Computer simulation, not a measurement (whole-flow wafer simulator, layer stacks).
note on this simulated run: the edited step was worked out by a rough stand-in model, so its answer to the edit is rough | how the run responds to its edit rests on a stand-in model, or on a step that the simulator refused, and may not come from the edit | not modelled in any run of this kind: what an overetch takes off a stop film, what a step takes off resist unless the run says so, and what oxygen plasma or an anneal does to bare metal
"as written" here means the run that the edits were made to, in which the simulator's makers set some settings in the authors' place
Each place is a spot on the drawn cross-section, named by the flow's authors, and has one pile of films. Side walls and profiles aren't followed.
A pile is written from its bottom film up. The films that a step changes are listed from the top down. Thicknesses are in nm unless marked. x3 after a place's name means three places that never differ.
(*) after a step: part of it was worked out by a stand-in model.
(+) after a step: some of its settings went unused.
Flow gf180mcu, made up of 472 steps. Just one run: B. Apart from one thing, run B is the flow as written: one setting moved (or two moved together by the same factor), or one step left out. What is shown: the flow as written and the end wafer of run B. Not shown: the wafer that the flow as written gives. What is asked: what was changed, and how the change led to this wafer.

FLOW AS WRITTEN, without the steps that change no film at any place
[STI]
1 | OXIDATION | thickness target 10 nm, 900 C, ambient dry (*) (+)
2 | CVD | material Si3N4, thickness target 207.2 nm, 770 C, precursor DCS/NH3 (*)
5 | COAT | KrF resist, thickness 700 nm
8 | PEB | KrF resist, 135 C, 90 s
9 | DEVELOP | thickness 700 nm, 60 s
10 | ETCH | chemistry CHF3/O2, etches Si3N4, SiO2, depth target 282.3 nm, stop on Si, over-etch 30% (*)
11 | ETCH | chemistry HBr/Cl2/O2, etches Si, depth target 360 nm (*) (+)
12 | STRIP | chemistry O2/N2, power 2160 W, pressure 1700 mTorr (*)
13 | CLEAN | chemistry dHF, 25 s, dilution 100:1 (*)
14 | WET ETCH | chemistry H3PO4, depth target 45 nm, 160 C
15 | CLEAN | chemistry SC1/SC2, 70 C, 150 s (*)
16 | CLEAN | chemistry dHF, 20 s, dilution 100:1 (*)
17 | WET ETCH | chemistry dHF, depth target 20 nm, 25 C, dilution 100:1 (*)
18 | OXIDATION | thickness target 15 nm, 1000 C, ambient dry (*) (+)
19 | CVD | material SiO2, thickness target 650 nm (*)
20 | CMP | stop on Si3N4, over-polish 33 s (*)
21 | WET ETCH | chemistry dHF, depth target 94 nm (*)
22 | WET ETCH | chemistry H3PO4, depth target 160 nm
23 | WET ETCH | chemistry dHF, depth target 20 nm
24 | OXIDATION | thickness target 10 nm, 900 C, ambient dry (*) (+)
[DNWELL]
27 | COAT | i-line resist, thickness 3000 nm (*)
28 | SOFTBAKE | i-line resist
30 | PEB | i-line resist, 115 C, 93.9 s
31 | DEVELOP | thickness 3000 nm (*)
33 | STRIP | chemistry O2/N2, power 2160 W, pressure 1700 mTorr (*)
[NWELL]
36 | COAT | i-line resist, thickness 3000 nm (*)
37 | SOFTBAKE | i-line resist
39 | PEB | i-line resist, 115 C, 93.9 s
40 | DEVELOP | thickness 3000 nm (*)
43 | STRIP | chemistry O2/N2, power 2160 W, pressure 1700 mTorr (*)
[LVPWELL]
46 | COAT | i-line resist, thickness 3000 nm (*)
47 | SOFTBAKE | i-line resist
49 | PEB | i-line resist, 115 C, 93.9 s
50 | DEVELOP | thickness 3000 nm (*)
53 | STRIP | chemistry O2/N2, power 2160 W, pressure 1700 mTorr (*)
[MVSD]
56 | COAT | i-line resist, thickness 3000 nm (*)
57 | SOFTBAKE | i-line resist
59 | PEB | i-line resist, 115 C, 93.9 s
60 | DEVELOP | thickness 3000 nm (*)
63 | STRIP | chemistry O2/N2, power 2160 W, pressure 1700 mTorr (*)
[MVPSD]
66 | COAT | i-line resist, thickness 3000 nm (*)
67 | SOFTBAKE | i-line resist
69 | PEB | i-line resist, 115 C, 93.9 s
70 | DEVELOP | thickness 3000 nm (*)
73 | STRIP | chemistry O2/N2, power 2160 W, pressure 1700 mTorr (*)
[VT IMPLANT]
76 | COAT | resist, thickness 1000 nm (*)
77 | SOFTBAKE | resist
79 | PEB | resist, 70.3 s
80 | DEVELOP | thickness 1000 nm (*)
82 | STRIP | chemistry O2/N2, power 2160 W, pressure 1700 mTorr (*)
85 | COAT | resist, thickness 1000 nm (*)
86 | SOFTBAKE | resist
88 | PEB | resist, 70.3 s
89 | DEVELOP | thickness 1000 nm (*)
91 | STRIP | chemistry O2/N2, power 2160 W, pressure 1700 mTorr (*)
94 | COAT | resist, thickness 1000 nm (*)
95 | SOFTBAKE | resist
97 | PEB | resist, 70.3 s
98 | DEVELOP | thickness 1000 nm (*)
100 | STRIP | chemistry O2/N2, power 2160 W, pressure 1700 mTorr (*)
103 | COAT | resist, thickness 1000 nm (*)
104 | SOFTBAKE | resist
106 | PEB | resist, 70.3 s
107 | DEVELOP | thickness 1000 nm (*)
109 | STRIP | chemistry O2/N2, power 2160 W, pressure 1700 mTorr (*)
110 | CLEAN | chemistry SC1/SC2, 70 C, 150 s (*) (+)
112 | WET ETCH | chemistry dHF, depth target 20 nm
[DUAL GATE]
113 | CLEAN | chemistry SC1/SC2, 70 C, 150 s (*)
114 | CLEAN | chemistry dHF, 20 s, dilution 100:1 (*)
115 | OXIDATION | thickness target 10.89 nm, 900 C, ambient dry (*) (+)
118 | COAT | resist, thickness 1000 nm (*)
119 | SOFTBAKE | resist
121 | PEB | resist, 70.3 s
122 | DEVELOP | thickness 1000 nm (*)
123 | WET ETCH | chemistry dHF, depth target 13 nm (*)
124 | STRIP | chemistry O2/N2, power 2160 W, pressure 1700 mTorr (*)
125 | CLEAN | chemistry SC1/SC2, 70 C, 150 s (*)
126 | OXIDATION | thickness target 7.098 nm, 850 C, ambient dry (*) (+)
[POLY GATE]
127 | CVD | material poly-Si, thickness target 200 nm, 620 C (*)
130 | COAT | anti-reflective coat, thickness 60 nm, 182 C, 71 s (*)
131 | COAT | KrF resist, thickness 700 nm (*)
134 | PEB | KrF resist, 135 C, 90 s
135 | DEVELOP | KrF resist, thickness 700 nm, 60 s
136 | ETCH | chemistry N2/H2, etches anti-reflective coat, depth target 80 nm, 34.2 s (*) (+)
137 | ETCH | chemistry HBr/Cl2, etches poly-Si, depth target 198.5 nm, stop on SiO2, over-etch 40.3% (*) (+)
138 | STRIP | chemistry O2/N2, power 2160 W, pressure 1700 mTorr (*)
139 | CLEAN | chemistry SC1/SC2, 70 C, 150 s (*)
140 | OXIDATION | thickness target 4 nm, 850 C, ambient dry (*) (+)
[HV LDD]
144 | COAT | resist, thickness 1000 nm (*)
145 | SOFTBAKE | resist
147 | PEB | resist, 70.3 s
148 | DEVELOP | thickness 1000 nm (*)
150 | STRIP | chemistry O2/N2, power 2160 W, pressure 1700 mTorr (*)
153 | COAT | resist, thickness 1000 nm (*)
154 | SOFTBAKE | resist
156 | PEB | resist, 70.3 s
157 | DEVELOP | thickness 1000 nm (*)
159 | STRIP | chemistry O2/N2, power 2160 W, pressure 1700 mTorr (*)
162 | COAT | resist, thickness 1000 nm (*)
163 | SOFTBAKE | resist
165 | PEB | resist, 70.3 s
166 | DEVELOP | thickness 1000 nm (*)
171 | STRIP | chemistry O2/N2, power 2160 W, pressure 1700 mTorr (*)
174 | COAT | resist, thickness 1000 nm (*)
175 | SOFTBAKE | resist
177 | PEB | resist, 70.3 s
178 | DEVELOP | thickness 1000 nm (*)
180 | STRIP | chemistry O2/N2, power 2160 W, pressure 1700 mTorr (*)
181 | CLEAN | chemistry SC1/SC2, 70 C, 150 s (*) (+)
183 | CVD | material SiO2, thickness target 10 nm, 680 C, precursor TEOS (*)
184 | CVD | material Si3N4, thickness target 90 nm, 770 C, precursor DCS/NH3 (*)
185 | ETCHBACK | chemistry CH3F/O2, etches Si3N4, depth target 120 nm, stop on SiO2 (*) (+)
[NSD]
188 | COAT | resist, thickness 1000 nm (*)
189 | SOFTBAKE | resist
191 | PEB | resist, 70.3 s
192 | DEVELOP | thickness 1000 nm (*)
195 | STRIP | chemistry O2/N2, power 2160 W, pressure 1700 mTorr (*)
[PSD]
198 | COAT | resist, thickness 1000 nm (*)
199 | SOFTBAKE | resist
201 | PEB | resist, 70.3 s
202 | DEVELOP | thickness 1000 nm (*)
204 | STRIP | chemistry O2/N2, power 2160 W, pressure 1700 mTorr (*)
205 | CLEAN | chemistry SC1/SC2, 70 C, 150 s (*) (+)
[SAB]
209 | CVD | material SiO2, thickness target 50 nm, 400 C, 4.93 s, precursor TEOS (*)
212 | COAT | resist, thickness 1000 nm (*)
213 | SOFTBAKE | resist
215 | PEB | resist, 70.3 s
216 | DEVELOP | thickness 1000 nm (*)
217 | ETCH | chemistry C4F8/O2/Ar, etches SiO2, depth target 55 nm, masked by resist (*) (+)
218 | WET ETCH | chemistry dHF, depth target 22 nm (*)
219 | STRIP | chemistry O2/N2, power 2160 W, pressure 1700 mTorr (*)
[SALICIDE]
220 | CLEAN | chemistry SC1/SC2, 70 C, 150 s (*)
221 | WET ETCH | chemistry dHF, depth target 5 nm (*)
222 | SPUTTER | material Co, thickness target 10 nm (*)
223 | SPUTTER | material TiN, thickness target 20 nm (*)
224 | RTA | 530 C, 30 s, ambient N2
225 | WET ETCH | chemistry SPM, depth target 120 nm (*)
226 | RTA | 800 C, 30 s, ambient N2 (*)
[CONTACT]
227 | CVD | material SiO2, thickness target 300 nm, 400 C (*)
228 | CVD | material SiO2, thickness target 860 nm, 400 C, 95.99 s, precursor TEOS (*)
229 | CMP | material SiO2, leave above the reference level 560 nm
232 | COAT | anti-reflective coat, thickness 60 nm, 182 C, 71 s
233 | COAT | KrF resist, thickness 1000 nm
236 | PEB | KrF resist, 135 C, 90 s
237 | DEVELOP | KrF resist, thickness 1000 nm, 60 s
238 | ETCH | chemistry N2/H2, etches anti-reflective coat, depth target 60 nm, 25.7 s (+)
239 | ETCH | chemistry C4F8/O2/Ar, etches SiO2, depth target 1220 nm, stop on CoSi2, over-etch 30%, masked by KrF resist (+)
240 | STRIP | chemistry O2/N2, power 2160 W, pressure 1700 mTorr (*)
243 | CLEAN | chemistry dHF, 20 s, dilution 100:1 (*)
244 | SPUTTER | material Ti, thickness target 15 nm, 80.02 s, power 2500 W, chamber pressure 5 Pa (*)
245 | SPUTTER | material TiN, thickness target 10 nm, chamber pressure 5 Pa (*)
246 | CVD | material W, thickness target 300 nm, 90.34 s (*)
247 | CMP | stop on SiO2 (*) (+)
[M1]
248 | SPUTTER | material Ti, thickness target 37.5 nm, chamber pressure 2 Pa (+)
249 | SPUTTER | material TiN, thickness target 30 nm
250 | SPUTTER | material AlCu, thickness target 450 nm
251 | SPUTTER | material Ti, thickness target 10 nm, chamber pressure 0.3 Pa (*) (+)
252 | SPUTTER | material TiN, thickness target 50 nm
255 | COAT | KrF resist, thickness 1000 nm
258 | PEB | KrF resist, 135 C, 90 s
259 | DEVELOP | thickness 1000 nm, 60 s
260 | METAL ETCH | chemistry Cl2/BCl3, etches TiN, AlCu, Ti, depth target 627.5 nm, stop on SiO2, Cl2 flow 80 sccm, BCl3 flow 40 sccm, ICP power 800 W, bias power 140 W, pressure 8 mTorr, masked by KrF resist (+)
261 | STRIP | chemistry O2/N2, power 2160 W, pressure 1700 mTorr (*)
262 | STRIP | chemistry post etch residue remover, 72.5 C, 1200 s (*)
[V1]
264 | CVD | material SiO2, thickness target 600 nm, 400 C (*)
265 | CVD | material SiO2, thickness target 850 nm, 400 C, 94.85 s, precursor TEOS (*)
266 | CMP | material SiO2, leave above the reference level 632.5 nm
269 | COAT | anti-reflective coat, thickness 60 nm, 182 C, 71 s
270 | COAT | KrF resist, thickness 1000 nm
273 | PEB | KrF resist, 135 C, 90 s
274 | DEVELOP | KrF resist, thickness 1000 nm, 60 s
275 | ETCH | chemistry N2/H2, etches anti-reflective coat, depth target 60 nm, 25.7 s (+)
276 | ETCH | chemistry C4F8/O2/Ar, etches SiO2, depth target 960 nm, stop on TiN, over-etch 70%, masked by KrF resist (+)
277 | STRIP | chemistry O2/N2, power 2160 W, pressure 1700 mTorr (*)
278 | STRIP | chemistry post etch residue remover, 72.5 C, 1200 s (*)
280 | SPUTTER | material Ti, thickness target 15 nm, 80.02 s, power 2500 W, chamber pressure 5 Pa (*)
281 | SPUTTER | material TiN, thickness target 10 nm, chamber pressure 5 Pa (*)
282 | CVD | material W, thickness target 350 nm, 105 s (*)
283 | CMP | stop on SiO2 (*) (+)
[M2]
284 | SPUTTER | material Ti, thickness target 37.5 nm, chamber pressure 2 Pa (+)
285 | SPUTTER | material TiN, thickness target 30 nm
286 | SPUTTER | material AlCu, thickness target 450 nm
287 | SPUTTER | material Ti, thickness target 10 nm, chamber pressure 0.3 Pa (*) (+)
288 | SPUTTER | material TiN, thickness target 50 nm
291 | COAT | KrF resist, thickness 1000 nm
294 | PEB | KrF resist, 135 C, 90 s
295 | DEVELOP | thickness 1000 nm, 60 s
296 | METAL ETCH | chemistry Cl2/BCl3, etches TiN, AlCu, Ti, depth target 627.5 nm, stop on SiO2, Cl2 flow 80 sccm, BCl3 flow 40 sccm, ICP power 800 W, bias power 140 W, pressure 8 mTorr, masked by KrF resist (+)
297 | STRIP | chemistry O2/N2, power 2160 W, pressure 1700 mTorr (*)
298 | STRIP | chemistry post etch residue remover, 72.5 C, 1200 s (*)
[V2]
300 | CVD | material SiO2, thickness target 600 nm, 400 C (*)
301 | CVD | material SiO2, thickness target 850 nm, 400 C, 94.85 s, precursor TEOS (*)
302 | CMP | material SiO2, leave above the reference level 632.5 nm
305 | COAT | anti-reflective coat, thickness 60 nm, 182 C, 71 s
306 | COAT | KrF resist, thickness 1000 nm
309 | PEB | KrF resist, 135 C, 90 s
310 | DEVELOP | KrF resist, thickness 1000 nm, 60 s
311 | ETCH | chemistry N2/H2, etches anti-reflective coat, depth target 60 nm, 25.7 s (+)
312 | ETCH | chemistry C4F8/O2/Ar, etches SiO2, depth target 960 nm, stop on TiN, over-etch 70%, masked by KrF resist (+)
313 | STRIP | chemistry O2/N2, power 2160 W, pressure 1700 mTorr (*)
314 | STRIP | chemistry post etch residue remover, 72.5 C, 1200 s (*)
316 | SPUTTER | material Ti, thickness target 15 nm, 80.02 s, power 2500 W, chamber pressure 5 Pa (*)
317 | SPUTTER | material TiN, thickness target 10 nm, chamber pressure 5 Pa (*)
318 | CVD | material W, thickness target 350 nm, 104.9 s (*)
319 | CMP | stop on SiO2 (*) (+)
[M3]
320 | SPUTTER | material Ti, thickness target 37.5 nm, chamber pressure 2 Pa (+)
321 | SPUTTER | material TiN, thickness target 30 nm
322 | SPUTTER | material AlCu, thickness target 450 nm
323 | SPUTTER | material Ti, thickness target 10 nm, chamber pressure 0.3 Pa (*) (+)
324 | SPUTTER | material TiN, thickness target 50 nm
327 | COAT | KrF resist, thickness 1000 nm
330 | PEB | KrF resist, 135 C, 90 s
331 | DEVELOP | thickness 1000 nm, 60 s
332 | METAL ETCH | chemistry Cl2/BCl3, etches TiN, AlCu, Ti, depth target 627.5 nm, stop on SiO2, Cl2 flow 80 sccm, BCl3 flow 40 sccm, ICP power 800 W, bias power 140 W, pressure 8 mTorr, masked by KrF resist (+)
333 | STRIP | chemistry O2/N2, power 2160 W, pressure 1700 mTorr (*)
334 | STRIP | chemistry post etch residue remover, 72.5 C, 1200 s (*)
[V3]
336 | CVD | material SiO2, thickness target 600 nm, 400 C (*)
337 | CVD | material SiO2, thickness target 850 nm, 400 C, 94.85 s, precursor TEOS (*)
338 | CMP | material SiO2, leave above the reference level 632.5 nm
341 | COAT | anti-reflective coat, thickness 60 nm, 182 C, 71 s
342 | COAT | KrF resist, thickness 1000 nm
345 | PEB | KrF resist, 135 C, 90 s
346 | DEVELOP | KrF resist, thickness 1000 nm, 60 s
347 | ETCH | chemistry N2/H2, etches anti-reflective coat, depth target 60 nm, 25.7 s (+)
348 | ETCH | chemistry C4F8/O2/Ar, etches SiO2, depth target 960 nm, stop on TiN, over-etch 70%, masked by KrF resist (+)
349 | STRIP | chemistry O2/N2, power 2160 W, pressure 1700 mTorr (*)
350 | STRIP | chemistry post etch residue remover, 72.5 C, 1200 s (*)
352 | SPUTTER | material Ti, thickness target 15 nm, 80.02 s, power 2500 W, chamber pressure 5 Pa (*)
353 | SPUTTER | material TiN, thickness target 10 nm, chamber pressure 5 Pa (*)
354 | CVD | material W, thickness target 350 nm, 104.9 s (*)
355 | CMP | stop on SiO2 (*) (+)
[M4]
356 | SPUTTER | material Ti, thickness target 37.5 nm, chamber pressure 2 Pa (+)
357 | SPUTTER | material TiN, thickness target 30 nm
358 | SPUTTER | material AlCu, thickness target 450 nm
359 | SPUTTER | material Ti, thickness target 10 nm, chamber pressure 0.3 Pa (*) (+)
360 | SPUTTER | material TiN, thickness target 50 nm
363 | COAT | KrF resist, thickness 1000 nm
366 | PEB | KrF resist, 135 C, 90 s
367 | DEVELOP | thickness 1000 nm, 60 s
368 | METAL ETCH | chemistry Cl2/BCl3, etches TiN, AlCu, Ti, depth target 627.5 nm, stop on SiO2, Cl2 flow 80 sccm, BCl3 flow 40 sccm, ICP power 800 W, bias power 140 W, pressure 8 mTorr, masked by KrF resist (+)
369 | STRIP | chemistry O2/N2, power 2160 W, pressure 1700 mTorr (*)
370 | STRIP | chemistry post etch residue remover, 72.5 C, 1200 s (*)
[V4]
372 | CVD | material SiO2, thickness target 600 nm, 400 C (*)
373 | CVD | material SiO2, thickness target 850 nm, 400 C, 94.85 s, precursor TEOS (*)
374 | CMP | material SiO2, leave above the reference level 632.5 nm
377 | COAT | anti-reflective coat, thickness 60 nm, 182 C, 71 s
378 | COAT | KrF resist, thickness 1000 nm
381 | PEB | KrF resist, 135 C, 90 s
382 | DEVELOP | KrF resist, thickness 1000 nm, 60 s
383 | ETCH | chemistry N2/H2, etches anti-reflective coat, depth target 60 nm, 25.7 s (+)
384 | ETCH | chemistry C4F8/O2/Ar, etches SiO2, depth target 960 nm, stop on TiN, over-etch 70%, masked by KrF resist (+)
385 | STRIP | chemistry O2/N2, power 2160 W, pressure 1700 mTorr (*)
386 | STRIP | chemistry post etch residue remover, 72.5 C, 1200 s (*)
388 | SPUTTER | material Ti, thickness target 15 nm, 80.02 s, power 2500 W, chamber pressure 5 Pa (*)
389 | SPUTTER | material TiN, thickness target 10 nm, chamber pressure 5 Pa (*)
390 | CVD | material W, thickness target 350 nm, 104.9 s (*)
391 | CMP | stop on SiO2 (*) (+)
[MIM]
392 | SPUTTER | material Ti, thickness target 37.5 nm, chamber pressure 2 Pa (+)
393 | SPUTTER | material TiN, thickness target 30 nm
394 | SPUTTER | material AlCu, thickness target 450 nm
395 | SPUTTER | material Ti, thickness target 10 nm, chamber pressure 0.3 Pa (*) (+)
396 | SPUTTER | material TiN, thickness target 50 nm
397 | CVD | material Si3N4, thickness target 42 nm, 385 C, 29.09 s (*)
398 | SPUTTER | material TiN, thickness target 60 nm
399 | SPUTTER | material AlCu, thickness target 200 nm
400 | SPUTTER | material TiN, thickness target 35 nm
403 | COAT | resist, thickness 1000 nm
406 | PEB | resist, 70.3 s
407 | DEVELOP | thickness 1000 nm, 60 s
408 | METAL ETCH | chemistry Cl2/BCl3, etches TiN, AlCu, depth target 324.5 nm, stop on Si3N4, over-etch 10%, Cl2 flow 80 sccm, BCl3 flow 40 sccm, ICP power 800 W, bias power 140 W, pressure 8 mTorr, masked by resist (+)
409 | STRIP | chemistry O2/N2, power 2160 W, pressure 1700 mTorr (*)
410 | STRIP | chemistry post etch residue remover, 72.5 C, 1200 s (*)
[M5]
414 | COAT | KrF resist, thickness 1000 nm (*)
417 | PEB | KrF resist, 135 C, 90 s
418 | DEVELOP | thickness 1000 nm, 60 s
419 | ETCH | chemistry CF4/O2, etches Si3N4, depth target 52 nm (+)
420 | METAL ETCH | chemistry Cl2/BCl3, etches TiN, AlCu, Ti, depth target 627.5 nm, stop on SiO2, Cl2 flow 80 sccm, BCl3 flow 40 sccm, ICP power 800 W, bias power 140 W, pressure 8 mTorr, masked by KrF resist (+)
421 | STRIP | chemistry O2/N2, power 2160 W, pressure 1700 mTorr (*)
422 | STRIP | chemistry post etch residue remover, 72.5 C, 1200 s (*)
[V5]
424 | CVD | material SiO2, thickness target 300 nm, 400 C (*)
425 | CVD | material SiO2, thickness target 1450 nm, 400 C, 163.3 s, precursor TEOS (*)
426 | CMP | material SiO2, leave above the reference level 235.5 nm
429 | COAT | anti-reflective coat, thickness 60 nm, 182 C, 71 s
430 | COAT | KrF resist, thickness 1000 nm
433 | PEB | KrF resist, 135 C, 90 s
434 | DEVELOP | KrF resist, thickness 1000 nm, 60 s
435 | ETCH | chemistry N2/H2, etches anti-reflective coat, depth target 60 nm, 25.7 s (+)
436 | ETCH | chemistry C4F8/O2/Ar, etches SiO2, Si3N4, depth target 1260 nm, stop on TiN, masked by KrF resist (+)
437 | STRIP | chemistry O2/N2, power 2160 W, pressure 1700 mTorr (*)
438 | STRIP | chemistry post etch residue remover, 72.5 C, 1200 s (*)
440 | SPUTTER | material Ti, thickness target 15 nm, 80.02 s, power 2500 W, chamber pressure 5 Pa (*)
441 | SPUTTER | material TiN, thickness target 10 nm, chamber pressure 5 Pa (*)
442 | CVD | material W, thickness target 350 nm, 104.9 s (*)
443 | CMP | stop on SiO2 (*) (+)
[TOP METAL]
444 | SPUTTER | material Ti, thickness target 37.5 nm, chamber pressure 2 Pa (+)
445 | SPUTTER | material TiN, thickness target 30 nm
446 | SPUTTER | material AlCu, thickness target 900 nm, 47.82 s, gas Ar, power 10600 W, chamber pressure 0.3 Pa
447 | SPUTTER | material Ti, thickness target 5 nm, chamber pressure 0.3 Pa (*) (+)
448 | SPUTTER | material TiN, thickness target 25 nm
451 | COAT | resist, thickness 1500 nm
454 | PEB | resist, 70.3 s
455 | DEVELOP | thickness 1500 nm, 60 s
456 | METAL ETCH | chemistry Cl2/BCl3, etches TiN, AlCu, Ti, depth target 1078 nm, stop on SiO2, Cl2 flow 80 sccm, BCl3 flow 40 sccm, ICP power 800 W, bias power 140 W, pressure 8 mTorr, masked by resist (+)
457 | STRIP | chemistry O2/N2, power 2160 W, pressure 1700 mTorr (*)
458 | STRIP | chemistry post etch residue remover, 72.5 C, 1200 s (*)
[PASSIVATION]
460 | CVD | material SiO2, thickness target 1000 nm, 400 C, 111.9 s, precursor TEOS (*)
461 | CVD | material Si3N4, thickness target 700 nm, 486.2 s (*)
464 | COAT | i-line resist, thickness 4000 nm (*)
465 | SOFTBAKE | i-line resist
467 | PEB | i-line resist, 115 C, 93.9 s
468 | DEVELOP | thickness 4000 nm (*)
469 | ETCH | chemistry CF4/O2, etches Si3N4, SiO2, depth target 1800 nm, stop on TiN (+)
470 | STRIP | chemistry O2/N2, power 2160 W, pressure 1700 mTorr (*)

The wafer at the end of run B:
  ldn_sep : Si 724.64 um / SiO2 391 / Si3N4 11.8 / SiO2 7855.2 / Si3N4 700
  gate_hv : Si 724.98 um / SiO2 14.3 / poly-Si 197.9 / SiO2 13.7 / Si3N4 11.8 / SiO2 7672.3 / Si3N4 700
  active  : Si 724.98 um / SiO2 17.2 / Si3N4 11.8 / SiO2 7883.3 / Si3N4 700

What caused this: step 184, CVD: thickness target 136 nm was run, though the flow has thickness target 90 nm.

Step by step, how the change led to this:
  184 | CVD | material Si3N4, thickness target 90 nm, 770 C, precursor DCS/NH3 (*)
      field, field__w1, field__w2 and 101 more: +136 Si3N4 (new film) (in the flow as written it would be: +90 Si3N4 (new film))
  185 | ETCHBACK | chemistry CH3F/O2, etches Si3N4, depth target 120 nm, stop on SiO2 (*) (+)
      field, field__w1, field__w2 and 100 more: -120 Si3N4 (in the flow as written it would be: -90 Si3N4 (all of it), -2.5 SiO2)
  188 | COAT | resist, thickness 1000 nm (*)
      spacer: +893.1 resist (new film) (in the flow as written it would be: +920.2 resist (new film))
  189 | SOFTBAKE | resist
      field__w9: -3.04 resist (in the flow as written it would be: +6.92 resist)
      field__w11: -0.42 resist (in the flow as written it would be: +0.14 resist)
      (also at 25 further places)
  192 | DEVELOP | thickness 1000 nm (*)
      spacer: -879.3 resist (all of it) (in the flow as written it would be: -905.9 resist (all of it))
  198 | COAT | resist, thickness 1000 nm (*)
      field__w9: +1063.1 resist (new film) (in the flow as written it would be: +1041.8 resist (new film))
      spacer: +893.1 resist (new film) (in the flow as written it would be: +920.2 resist (new film))
  199 | SOFTBAKE | resist
      field__w9: -3.04 resist (in the flow as written it would be: +6.92 resist)
      field__w11: -0.42 resist (in the flow as written it would be: +0.14 resist)
      (also at 26 further places)
  204 | STRIP | chemistry O2/N2, power 2160 W, pressure 1700 mTorr (*)
      spacer: -879.3 resist (all of it) (in the flow as written it would be: -905.9 resist (all of it))
  205 | CLEAN | chemistry SC1/SC2, 70 C, 150 s (*) (+)
      field, field__w1, field__w2 and 105 more: -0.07 Si3N4 (in the flow as written it would be: -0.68 SiO2)
  209 | CVD | material SiO2, thickness target 50 nm, 400 C, 4.93 s, precursor TEOS (*)
      field, field__w7, field__w8 and 73 more: +50 SiO2 (new film) (in the flow as written it would be: +50 SiO2)
      field_sub__w1, field_sub__w3, field_sub__w4, field_sub__w5, ld_drift_n: +48.8 SiO2 (new film) (in the flow as written it would be: +48.9 SiO2)
      (also at 27 further places)
  212 | COAT | resist, thickness 1000 nm (*)
      spacer: +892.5 resist (new film) (in the flow as written it would be: +919.4 resist (new film))
  213 | SOFTBAKE | resist
      npoly_sal: +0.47 resist (in the flow as written it would be: -0.55 resist)
      field__w1: +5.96 resist (in the flow as written it would be: +5.43 resist)
      (also at 19 further places)
  216 | DEVELOP | thickness 1000 nm (*)
      spacer: -878.8 resist (all of it) (in the flow as written it would be: -905.1 resist (all of it))
  217 | ETCH | chemistry C4F8/O2/Ar, etches SiO2, depth target 55 nm, masked by resist (*) (+)
      field, field__w7, field__w8 and 70 more: -50 SiO2 (all of it), -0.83 Si3N4 (in the flow as written it would be: -55 SiO2)
      field_sub__w1, field_sub__w3, field_sub__w4, field_sub__w5, ld_drift_n: -48.8 SiO2 (all of it), -1.04 Si3N4 (in the flow as written it would be: -55 SiO2)
      (also at 21 further places)
  218 | WET ETCH | chemistry dHF, depth target 22 nm (*)
      gate, gate_hv, gate_p and 23 more: -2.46 Si3N4 (in the flow as written it would be: -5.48 SiO2 (all of it))
      field, field__w10, sti and 14 more: -2.46 Si3N4 (in the flow as written it would be: -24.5 SiO2)
      (also at 56 further places)
  219 | STRIP | chemistry O2/N2, power 2160 W, pressure 1700 mTorr (*)
      gate, gate_hv, gate_p and 23 more: nothing (in the flow as written it would be: +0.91 chemical SiO2 (new film), -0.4 poly-Si)
      active, p_well, sd_n and 20 more: nothing (in the flow as written it would be: +0.91 chemical SiO2 (new film), -0.4 Si)
  ... 14 other steps ...
  471 | ANNEAL | 400 C, 1800 s, ambient N2/H2
      polyc_n, polyc_p: under 9 films: +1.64 void (new film), -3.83 Ti, +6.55 TiSi first (new film), -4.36 poly-Si (in the flow as written it would be: nothing)
      contact: under 49 films: +1.62 void (new film), -3.83 Ti, +6.55 TiSi first (new film), -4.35 Si (in the flow as written it would be: nothing)
With metal films that touch counted as one body, gate_hv has 0 bodies; the flow as written gives 1 body.
With metal films that touch counted as one body, active has 0 bodies; the flow as written gives 1 body.
